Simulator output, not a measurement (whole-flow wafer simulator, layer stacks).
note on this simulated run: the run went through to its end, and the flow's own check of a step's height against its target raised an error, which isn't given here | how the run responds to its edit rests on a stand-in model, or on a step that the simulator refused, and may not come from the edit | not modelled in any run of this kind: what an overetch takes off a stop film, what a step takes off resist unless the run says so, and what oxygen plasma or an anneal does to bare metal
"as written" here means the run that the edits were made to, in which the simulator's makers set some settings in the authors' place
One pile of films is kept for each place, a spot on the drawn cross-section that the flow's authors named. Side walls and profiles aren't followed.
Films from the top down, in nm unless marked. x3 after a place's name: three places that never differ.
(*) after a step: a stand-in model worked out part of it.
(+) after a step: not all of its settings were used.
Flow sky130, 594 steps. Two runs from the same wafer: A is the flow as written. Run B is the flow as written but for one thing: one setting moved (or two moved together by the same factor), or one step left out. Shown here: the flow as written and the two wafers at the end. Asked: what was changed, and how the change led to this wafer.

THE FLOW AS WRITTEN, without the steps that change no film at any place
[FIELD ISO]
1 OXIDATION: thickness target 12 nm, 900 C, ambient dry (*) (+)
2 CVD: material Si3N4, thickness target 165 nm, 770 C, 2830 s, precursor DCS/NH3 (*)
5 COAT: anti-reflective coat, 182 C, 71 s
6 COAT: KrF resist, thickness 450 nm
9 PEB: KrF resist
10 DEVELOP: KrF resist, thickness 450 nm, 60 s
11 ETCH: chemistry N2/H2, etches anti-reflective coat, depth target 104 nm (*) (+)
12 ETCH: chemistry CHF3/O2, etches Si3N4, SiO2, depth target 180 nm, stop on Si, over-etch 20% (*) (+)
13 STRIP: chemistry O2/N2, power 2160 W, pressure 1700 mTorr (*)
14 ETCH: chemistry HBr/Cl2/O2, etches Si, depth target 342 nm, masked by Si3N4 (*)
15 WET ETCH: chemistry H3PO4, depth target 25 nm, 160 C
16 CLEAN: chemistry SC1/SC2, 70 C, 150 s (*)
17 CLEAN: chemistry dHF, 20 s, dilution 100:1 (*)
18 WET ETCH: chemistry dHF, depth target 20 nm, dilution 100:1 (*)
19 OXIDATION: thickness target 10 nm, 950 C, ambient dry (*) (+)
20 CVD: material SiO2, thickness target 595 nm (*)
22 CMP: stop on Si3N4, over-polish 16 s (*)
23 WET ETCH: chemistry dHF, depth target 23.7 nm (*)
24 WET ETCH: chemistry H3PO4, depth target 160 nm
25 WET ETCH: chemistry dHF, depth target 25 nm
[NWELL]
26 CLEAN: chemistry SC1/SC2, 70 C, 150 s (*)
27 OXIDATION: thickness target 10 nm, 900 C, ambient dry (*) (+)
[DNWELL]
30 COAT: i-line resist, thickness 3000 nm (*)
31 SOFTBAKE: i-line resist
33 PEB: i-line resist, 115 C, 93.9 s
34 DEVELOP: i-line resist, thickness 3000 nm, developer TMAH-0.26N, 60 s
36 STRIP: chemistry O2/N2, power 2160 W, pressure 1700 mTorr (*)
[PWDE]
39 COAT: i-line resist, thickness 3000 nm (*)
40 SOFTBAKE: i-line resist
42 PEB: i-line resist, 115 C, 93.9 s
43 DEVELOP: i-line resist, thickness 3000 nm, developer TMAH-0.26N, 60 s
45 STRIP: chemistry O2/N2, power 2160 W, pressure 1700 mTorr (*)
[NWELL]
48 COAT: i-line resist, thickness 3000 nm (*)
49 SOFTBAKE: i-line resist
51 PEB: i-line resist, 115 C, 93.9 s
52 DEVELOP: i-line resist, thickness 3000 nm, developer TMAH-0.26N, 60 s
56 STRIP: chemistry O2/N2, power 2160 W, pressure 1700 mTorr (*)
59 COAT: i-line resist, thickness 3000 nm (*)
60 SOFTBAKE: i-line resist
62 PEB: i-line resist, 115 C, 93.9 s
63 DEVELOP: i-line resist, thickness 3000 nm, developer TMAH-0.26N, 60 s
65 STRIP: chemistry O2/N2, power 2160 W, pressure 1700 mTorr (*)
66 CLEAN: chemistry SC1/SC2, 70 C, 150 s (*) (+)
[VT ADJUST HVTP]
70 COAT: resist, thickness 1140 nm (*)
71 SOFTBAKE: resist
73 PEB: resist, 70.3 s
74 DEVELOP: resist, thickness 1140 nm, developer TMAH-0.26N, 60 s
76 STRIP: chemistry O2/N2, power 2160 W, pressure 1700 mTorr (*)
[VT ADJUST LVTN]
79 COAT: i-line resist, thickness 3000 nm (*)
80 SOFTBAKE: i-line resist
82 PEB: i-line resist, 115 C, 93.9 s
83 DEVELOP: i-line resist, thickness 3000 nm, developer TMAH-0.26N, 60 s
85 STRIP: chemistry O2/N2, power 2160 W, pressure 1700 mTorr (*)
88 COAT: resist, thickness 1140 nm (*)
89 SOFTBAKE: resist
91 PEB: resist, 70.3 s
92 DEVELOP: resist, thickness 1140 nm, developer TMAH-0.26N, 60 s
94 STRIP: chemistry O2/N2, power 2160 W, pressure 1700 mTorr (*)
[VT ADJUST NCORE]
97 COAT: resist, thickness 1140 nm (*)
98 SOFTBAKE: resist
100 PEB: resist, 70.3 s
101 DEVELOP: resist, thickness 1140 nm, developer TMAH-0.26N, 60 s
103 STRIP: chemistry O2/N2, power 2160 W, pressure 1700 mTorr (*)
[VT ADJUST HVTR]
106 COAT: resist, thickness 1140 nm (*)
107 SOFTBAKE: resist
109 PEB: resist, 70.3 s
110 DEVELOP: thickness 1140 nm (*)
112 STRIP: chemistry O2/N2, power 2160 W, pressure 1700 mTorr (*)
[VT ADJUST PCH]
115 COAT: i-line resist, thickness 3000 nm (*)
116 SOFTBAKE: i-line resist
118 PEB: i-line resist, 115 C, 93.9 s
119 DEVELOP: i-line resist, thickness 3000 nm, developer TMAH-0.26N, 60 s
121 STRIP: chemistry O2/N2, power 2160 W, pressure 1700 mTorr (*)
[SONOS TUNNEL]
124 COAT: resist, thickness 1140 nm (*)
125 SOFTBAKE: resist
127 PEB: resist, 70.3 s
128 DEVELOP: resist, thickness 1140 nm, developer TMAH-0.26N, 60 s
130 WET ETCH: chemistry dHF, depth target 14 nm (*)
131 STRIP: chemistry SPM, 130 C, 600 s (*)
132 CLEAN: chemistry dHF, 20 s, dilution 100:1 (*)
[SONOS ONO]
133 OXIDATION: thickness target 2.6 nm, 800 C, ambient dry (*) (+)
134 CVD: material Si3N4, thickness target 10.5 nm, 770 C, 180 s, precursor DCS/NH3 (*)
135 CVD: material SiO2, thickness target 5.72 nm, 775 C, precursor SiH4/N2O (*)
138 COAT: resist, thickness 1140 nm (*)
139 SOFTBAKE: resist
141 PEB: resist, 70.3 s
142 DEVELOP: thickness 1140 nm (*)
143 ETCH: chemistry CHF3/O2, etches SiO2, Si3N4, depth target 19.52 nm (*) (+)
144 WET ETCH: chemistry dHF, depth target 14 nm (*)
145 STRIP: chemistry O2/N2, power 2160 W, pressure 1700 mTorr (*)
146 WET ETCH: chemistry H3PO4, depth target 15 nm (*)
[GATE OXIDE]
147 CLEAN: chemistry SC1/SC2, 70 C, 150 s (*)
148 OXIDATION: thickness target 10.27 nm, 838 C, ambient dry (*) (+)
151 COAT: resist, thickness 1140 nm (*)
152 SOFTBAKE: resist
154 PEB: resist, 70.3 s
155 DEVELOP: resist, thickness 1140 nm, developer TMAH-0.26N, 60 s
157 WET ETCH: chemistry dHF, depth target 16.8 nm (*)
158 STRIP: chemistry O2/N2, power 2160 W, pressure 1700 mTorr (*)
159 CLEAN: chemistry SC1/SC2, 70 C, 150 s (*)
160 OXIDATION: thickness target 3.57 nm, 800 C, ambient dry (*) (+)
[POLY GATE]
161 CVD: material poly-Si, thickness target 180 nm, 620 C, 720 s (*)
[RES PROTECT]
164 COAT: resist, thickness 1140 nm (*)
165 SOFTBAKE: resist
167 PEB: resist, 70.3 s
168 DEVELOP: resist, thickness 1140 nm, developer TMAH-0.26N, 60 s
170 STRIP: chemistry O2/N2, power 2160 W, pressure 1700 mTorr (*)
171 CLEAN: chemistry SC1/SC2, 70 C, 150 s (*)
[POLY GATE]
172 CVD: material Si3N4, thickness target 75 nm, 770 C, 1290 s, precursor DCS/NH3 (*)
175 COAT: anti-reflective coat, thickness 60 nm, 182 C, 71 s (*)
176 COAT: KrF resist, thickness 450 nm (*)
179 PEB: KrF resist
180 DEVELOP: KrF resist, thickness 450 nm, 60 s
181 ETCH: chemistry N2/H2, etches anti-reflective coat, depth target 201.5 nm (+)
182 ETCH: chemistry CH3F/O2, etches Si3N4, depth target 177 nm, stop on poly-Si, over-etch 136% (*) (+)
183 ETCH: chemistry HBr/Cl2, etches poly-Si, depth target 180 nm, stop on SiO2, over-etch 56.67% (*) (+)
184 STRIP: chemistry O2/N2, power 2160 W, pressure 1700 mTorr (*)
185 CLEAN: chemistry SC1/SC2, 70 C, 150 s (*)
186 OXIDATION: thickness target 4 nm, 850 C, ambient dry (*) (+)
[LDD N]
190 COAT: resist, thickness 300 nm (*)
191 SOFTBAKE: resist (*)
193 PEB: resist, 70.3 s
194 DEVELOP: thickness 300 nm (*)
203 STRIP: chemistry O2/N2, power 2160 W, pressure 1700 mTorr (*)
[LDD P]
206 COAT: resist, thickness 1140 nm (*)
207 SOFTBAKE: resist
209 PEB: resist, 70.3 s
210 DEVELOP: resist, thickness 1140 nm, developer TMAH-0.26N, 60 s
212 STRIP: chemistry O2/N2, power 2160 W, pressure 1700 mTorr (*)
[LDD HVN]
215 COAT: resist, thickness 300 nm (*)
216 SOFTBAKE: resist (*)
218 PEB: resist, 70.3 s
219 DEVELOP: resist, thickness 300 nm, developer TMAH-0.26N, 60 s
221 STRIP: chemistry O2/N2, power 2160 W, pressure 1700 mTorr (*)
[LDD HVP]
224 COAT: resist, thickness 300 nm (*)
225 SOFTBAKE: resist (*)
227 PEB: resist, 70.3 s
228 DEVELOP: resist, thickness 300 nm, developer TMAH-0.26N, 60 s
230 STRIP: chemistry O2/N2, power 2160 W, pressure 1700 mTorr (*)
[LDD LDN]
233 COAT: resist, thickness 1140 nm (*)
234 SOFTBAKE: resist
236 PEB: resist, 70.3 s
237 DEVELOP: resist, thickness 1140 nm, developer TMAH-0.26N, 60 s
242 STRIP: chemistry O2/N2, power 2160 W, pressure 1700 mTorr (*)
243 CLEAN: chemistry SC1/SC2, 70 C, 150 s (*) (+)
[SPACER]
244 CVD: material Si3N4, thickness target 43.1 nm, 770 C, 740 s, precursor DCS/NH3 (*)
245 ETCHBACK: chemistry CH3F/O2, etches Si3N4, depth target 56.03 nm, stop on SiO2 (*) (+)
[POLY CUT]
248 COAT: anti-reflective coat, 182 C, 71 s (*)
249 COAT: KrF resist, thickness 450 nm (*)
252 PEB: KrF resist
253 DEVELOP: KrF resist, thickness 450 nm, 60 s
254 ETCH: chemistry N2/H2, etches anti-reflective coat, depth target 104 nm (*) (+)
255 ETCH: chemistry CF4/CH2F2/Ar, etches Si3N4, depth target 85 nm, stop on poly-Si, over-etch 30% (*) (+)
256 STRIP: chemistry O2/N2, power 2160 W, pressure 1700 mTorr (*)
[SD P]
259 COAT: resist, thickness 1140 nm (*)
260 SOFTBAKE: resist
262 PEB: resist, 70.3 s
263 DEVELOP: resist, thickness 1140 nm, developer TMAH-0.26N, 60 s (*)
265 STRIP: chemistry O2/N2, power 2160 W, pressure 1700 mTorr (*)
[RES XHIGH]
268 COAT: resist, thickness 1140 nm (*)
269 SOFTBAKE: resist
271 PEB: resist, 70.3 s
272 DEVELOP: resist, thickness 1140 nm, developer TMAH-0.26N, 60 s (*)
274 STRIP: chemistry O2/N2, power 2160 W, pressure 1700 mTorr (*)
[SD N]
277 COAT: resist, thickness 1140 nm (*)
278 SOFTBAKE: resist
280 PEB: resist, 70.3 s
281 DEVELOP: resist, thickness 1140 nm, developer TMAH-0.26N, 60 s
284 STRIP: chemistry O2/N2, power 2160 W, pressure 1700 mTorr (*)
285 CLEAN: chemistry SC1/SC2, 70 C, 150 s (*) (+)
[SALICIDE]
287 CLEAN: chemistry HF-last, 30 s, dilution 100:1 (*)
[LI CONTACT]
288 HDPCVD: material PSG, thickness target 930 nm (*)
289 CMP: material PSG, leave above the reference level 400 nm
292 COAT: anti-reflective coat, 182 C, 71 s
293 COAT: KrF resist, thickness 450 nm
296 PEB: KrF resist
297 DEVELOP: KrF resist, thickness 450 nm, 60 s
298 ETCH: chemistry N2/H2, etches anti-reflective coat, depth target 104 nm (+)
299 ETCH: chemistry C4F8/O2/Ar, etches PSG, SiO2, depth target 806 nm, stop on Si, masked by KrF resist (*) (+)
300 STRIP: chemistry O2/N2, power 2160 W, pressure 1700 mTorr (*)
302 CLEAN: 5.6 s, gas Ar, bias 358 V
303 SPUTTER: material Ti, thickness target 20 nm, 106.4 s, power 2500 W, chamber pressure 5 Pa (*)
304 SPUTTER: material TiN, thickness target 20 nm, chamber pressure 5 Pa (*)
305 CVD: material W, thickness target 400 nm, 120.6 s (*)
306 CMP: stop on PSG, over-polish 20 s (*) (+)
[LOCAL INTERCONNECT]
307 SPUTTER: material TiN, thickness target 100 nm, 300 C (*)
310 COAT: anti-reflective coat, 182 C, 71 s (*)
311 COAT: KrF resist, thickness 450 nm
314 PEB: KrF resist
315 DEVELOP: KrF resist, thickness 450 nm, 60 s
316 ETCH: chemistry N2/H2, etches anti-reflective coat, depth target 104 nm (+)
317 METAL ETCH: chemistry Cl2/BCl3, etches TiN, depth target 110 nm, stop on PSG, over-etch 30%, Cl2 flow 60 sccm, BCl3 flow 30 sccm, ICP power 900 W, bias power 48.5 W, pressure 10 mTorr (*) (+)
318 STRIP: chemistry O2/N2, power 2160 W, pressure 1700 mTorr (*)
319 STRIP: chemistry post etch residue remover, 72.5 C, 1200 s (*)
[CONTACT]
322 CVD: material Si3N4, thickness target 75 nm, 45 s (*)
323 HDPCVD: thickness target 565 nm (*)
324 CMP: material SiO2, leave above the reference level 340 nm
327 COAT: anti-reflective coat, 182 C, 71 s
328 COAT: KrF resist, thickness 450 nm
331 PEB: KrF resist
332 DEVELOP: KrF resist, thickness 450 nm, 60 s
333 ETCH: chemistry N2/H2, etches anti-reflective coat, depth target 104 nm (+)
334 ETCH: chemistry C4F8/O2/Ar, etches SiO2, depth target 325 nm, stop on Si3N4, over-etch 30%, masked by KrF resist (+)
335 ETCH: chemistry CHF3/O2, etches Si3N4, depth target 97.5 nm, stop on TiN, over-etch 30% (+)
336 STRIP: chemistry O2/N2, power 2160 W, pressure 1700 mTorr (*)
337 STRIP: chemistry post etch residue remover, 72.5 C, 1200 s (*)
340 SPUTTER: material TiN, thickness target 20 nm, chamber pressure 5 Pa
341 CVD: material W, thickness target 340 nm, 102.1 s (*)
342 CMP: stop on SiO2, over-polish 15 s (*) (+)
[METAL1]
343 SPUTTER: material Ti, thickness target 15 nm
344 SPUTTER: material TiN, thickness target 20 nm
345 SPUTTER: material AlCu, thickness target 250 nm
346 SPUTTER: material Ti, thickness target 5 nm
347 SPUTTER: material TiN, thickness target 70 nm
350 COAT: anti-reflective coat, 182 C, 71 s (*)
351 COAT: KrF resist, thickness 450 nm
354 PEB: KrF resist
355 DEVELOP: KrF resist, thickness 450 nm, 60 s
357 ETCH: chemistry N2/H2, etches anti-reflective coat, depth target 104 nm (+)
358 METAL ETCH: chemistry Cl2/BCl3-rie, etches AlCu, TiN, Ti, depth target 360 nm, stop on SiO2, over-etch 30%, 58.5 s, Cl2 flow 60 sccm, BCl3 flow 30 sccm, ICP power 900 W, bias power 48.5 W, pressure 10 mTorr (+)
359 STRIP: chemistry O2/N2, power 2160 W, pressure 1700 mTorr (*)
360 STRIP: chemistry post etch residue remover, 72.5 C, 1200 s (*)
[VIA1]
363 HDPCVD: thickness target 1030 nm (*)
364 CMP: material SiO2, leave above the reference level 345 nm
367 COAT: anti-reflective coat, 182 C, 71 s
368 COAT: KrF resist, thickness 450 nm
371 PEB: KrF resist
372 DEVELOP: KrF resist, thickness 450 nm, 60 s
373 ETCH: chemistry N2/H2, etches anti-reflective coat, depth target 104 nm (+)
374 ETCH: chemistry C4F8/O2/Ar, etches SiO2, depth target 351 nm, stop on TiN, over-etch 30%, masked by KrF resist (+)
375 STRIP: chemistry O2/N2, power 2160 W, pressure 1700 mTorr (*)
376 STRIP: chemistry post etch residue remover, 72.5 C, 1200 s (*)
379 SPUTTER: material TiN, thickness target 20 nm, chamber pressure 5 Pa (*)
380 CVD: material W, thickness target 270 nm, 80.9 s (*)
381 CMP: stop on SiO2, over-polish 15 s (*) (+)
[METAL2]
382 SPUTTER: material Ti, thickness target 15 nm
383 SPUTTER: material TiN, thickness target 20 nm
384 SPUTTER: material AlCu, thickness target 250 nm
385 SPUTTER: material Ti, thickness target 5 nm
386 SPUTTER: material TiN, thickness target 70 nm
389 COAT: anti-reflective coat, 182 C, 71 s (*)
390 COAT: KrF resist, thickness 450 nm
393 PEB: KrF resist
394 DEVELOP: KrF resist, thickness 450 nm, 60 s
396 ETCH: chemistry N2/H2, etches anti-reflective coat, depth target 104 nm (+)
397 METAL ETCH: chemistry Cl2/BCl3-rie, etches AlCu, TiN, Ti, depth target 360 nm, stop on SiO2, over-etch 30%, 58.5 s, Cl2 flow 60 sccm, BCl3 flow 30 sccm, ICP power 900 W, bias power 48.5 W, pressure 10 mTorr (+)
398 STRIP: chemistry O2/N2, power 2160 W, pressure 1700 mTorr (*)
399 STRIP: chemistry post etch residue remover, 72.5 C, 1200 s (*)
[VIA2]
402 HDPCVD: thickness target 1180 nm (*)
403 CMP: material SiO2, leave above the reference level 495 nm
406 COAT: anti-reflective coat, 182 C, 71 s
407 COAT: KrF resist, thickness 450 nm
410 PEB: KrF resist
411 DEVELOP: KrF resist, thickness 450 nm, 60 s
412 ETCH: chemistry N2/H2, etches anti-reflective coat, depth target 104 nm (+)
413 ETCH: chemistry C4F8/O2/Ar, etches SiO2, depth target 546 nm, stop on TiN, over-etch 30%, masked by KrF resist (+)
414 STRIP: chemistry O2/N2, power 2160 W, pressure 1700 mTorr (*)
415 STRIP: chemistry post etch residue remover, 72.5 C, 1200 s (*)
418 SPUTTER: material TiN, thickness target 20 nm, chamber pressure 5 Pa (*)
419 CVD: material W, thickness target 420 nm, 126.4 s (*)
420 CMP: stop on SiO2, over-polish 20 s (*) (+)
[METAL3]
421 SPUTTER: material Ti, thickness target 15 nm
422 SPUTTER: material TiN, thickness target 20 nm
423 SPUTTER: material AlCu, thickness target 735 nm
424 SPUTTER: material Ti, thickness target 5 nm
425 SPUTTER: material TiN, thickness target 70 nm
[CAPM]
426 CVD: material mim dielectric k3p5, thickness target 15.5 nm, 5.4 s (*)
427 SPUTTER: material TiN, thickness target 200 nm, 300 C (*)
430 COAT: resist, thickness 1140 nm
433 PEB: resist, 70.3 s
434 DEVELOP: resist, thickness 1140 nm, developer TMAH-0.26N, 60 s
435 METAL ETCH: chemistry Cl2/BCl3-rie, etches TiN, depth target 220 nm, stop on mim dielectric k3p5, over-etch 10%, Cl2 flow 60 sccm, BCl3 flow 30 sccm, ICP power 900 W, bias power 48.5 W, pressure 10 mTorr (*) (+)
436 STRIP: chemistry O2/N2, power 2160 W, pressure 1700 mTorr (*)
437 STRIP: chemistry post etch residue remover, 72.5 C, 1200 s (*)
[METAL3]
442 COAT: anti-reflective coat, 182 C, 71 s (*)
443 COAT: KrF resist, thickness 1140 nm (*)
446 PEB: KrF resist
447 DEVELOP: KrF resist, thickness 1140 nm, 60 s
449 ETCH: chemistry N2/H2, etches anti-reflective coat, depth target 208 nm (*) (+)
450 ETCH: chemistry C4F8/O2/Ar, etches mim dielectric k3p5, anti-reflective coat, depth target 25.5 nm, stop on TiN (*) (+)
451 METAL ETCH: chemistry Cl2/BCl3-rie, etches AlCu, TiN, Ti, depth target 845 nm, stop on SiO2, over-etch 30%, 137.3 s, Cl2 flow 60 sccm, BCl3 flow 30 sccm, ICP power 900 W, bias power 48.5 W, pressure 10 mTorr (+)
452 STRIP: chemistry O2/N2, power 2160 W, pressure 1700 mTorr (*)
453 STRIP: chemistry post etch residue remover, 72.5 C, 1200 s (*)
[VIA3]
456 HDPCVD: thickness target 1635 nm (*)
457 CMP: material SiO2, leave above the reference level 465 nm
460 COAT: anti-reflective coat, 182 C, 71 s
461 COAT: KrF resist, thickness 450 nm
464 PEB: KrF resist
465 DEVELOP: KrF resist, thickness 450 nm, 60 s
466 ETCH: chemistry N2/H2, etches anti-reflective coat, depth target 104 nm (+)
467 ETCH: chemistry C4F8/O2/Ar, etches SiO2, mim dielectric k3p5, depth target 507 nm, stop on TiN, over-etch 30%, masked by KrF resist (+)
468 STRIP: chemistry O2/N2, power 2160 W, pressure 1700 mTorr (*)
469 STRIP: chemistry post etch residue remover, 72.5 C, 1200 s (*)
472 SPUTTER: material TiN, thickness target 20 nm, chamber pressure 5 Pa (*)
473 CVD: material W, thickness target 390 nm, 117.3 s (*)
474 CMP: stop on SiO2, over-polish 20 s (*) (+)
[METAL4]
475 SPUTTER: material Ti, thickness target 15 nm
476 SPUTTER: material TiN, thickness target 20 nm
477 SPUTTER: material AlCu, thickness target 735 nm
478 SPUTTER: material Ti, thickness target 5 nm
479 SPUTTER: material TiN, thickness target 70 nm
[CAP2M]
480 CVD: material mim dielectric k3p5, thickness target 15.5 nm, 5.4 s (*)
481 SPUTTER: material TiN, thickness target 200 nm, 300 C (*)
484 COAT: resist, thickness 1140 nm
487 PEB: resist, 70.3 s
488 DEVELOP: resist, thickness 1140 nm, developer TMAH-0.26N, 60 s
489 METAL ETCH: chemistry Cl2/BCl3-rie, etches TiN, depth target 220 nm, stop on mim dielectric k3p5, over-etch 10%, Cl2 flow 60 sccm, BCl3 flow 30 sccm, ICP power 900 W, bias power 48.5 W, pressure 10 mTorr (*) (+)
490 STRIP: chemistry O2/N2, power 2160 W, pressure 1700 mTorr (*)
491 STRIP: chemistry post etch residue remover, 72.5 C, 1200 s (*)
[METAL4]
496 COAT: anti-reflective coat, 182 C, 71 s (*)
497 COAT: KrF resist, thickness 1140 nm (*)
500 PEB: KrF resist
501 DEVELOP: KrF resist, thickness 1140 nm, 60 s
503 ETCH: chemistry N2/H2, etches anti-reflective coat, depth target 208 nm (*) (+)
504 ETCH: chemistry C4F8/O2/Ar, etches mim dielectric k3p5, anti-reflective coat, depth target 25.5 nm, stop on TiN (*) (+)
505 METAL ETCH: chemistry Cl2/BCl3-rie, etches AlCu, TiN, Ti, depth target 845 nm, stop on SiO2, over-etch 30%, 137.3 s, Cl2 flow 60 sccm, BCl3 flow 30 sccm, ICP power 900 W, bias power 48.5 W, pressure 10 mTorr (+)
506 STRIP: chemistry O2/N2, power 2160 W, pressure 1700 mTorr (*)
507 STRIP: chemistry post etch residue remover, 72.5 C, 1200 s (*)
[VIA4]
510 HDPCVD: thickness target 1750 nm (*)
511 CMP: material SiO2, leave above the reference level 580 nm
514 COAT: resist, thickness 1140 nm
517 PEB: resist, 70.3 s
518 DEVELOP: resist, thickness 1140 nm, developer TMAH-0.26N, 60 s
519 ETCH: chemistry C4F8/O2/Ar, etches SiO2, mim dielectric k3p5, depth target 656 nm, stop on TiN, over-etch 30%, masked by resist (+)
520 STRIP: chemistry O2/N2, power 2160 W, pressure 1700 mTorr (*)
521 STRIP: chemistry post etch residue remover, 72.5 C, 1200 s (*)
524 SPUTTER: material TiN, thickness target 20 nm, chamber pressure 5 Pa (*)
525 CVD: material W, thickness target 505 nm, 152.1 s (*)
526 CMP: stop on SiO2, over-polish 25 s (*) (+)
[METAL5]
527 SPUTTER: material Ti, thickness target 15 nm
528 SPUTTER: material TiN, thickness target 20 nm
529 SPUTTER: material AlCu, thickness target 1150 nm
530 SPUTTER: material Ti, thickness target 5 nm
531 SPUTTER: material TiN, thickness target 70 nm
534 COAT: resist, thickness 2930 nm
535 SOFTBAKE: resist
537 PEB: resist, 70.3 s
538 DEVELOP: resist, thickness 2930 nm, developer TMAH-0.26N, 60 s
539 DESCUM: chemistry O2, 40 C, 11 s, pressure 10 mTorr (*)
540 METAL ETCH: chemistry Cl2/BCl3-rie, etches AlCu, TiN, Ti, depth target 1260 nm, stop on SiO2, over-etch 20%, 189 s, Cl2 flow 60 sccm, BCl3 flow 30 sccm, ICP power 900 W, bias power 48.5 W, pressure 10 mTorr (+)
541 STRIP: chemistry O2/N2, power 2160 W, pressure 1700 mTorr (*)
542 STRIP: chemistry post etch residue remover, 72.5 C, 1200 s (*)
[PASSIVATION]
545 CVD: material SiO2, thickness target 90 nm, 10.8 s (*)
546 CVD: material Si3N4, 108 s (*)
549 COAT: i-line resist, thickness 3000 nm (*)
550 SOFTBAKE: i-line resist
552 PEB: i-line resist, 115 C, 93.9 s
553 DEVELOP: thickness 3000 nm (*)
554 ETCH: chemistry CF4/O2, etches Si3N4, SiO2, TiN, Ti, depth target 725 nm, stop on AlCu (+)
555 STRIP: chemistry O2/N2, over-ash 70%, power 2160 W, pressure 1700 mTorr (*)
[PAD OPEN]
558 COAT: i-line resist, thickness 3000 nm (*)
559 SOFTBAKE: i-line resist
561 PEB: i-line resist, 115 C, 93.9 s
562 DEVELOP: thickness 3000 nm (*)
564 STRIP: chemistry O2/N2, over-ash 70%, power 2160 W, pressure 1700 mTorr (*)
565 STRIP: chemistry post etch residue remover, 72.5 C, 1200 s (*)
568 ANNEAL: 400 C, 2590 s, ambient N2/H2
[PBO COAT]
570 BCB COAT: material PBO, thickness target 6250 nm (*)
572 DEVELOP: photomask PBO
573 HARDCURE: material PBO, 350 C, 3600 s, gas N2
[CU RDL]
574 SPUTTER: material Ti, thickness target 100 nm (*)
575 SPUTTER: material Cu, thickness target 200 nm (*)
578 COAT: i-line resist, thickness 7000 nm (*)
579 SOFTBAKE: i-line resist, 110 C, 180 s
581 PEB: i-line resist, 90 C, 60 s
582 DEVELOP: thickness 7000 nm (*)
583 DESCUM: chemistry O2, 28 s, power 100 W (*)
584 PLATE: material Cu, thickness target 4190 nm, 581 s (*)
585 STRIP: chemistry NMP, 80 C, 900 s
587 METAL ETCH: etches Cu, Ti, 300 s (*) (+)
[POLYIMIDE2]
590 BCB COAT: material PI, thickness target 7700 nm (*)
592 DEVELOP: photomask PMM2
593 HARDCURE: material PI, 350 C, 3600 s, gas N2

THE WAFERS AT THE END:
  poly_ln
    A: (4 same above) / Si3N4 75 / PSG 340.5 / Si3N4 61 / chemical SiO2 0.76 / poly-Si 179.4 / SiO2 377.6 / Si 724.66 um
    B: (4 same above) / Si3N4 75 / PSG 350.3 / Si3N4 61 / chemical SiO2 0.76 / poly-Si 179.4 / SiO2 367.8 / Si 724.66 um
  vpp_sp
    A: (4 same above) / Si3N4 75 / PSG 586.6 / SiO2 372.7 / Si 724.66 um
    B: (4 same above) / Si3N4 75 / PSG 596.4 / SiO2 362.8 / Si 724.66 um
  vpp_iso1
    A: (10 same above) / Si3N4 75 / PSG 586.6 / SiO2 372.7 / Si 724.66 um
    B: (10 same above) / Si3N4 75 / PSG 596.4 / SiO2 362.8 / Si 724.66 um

The cause: step 25, WET ETCH: depth target 34 nm was run, where the flow has depth target 25 nm.

How the change led to this, step by step:
  25 WET ETCH: chemistry dHF, depth target 25 nm
      field, mim, iso_guard and 84 more: A SiO2 -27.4 | B SiO2 -37.3
  31 SOFTBAKE: i-line resist
      m1: A i-line resist +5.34 | B i-line resist +4.62
      sonos_cell: A i-line resist +6.18 | B i-line resist +5.35
      (and at 72 more places)
  40 SOFTBAKE: i-line resist
      m1: A i-line resist +5.34 | B i-line resist +4.62
      sonos_cell: A i-line resist +6.18 | B i-line resist +5.35
      (and at 72 more places)
  49 SOFTBAKE: i-line resist
      m1: A i-line resist +5.34 | B i-line resist +4.62
      sonos_cell: A i-line resist +6.18 | B i-line resist +5.35
      (and at 72 more places)
  60 SOFTBAKE: i-line resist
      m1: A i-line resist +5.34 | B i-line resist +4.62
      sonos_cell: A i-line resist +6.18 | B i-line resist +5.35
      (and at 72 more places)
  71 SOFTBAKE: resist
      gate_hv_pwblk: A resist +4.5 | B resist +3.88
      ndiff_licon_cpp: A resist +4.39 | B resist +3.8
      (and at 3 more places)
  80 SOFTBAKE: i-line resist
      m1: A i-line resist +5.35 | B i-line resist +4.63
      sonos_cell: A i-line resist +6.18 | B i-line resist +5.35
      (and at 72 more places)
  89 SOFTBAKE: resist
      gate_hv_pwblk: A resist +4.5 | B resist +3.88
      ndiff_licon_cpp: A resist +4.39 | B resist +3.8
      (and at 3 more places)
  98 SOFTBAKE: resist
      gate_hv_pwblk: A resist +4.5 | B resist +3.88
      ndiff_licon_cpp: A resist +4.39 | B resist +3.8
      (and at 3 more places)
  107 SOFTBAKE: resist
      gate_hv_pwblk: A resist +4.5 | B resist +3.88
      ndiff_licon_cpp: A resist +4.39 | B resist +3.8
      (and at 3 more places)
  116 SOFTBAKE: i-line resist
      m1: A i-line resist +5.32 | B i-line resist +4.6
      sonos_cell: A i-line resist +6.16 | B i-line resist +5.33
      (and at 72 more places)
  125 SOFTBAKE: resist
      gate_hv_pwblk: A resist +4.5 | B resist +3.88
      ndiff_licon_cpp: A resist +4.39 | B resist +3.8
      (and at 3 more places)
  139 SOFTBAKE: resist
      gate_hv_pwblk: A resist +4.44 | B resist +3.83
      gate_hv_iso: A resist +3.57 | B resist +3.04
      (and at 4 more places)
  152 SOFTBAKE: resist
      gate_hv_pwblk: A resist +3.56 | B resist +2.94
      ndiff_licon_cpp: A resist +3.51 | B resist +2.92
      (and at 3 more places)
  161 CVD: material poly-Si, thickness target 180 nm, 620 C, 720 s (*)
      ndiff_dn: A poly-Si +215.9 (new film) | B poly-Si +206 (new film)
  165 SOFTBAKE: resist
      gate_hv_pwblk: A resist +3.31 | B resist +2.69
      gate_hv_iso: A resist +3.1 | B resist +2.55
      (and at 2 more places)
  ... 23 more steps ...
  306 CMP: stop on PSG, over-polish 20 s (*) (+)
      poly_licon: A W -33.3 | B W -23.5
